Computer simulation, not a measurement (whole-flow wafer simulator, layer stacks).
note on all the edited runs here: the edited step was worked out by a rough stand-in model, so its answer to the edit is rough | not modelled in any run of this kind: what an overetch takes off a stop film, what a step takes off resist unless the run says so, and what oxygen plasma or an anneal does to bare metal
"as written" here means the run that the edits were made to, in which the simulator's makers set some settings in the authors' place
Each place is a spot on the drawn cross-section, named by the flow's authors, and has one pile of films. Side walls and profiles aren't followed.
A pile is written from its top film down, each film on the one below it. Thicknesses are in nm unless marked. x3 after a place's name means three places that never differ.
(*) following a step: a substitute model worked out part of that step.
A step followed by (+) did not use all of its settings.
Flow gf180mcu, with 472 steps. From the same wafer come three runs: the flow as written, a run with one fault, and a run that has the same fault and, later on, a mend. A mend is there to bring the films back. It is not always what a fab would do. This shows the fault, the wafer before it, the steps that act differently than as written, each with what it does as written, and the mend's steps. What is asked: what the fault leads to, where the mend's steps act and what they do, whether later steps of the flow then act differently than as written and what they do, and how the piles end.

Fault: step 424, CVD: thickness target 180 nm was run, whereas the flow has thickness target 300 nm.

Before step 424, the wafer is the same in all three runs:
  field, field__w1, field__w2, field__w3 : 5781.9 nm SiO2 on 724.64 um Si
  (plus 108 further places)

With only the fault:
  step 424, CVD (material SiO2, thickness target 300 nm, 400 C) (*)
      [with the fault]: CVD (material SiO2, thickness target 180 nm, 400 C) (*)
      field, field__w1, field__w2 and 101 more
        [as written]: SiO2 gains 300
        [with the fault]: SiO2 gains 180
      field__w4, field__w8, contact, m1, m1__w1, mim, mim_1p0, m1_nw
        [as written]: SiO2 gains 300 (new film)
        [with the fault]: SiO2 gains 180 (new film)
  Later steps of the flow acting differently than as written (1 other step is not shown; it differs only slightly, by no more than 2% or 0.5 nm, whichever is larger):
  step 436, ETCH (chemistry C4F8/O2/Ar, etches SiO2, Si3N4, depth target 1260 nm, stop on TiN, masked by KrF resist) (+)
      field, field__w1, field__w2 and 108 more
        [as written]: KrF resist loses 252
        [with the fault]: KrF resist loses 225.4
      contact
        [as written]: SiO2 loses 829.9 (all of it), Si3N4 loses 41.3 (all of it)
        [with the fault]: SiO2 loses 709.9 (all of it), Si3N4 loses 41.3 (all of it)
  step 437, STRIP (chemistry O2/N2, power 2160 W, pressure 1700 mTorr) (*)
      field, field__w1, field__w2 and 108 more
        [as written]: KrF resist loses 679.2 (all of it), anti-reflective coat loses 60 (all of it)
        [with the fault]: KrF resist loses 705.8 (all of it), anti-reflective coat loses 60 (all of it)
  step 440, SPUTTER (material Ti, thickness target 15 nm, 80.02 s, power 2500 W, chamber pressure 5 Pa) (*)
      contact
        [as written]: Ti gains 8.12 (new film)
        [with the fault]: Ti gains 8.7 (new film)
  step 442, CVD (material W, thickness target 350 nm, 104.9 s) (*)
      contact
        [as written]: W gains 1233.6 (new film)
        [with the fault]: W gains 1112.6 (new film)
  At field__w4, field__w8, contact, m1, m1__w1, mim, mim_1p0, m1_nw, the piles at the end differ from the flow's by more than 2% or 0.5 nm, whichever is larger.
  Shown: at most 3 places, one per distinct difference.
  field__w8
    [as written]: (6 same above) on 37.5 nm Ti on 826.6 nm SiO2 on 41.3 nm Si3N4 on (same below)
    [with the fault]: (6 same above) on 37.5 nm Ti on 706.6 nm SiO2 on 41.3 nm Si3N4 on (same below)
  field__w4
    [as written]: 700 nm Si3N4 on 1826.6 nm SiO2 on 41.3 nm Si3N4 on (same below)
    [with the fault]: 700 nm Si3N4 on 1706.6 nm SiO2 on 41.3 nm Si3N4 on (same below)
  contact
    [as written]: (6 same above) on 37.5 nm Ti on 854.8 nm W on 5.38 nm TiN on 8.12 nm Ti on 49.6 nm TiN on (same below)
    [with the fault]: (6 same above) on 37.5 nm Ti on 733.8 nm W on 5.77 nm TiN on 8.7 nm Ti on 49.6 nm TiN on (same below)

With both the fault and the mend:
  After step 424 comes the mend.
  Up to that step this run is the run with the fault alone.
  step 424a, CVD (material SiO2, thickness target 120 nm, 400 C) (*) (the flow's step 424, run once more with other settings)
      field, field__w1, field__w2 and 109 more
        SiO2 gains 120
  None of the later steps of the flow acts differently than as written at any place that is followed.
  At every place that both follow, the piles at the end match the flow's.
